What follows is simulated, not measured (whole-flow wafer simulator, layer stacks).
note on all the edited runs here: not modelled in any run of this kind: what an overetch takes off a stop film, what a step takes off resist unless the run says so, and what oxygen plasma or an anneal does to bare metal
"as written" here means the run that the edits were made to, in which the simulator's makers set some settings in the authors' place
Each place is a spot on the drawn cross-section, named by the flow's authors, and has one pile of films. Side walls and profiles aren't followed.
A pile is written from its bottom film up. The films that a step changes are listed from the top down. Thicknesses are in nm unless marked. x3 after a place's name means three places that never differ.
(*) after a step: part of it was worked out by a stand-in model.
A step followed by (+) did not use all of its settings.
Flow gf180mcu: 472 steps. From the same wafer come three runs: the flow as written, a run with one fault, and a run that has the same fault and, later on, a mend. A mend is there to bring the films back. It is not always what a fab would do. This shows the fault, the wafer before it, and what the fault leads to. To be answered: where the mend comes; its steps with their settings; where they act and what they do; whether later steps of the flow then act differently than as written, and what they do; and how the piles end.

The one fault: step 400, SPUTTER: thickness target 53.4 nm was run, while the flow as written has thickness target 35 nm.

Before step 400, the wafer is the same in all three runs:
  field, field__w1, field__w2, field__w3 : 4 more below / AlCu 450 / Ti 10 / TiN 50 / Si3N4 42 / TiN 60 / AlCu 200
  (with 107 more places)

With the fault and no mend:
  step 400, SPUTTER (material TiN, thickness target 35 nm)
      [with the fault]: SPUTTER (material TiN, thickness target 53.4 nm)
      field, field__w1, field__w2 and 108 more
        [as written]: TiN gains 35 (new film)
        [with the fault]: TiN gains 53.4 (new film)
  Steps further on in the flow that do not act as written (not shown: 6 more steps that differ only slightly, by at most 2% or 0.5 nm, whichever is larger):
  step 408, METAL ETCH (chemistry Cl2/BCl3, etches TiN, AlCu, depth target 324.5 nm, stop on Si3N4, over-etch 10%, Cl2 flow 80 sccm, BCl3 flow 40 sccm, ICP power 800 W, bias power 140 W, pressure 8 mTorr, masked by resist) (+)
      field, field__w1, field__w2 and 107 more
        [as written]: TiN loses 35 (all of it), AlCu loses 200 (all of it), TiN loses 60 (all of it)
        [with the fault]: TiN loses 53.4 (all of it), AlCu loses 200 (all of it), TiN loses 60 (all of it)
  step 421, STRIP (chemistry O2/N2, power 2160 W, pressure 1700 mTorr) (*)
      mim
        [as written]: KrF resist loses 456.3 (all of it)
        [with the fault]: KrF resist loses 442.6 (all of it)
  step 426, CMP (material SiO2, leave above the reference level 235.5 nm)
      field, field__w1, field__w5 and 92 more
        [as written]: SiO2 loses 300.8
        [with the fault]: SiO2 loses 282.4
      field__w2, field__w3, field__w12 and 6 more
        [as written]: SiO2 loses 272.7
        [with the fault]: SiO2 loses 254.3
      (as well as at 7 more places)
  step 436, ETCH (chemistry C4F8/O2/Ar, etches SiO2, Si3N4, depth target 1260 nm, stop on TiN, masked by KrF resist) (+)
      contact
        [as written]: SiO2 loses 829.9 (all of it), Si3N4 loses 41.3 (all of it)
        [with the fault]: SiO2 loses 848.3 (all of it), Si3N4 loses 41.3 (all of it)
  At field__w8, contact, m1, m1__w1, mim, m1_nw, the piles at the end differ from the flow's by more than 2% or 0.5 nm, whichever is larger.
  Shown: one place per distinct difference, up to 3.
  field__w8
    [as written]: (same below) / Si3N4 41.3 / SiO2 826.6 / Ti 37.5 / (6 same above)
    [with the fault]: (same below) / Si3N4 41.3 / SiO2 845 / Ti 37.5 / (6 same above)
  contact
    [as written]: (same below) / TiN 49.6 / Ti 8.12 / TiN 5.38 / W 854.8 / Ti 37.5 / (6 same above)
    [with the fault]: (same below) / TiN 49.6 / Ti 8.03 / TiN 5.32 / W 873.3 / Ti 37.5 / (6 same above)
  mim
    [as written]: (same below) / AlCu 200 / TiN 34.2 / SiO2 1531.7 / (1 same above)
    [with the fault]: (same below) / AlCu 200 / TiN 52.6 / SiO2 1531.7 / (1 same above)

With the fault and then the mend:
  The mend stands after step 400.
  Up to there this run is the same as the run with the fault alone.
  step 400a, METAL ETCH (chemistry Cl2/BCl3, etches TiN, AlCu, Ti, depth target 18.4 nm, Cl2 flow 80 sccm, BCl3 flow 40 sccm, ICP power 800 W, bias power 140 W, pressure 8 mTorr) (the flow's step 260, run once more with other settings)
      field, field__w1, field__w2 and 108 more
        TiN loses 18.4
  Later steps of the flow that are run all act as written at every place that is followed.
  By the end, the piles equal the flow's at every place that both follow.
